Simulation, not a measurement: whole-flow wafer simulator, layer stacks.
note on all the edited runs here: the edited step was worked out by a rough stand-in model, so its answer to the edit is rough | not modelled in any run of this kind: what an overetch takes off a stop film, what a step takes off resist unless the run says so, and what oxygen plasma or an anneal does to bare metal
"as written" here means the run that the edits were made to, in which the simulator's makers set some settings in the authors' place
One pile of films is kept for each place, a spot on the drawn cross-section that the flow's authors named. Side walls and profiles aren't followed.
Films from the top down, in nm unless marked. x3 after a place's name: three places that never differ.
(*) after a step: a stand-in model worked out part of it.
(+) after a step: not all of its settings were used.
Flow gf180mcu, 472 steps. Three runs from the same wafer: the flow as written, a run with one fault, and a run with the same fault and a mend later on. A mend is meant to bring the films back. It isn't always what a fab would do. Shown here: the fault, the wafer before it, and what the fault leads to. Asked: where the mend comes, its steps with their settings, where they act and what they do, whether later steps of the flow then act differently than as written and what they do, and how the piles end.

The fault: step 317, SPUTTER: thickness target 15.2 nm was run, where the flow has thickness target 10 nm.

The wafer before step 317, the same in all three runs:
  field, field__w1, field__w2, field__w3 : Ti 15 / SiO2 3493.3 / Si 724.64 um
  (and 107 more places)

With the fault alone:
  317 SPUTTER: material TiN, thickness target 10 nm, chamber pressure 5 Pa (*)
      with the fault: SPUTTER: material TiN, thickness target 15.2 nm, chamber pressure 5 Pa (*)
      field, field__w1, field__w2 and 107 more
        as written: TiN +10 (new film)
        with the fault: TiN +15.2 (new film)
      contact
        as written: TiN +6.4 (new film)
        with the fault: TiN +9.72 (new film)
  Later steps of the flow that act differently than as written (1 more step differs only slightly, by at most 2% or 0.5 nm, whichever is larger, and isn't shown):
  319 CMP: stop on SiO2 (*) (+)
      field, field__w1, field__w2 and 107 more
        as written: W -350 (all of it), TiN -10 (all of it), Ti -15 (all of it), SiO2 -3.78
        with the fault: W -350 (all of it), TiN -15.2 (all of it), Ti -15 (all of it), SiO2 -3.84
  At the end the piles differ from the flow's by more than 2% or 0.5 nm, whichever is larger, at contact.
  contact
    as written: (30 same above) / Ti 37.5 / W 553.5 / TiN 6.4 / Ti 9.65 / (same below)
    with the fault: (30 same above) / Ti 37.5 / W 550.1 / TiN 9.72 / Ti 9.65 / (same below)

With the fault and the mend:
  The mend comes after step 317.
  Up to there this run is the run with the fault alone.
  317a METAL ETCH: chemistry Cl2/BCl3, etches TiN, AlCu, Ti, depth target 5.2 nm, Cl2 flow 80 sccm, BCl3 flow 40 sccm, ICP power 800 W, bias power 140 W, pressure 8 mTorr (the flow's step 260 once more, with other settings)
      field, field__w1, field__w2 and 108 more
        TiN -5.2
  No later step of the flow acts differently than as written, at any place that is followed, by more than 2% or 0.5 nm, whichever is larger.
  At the end the piles differ from the flow's by more than 2% or 0.5 nm, whichever is larger, at contact.
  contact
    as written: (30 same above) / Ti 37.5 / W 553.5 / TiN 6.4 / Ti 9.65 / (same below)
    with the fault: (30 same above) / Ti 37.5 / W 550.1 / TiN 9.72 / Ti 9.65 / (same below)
    with the mend: (30 same above) / Ti 37.5 / W 555.4 / TiN 4.52 / Ti 9.65 / (same below)
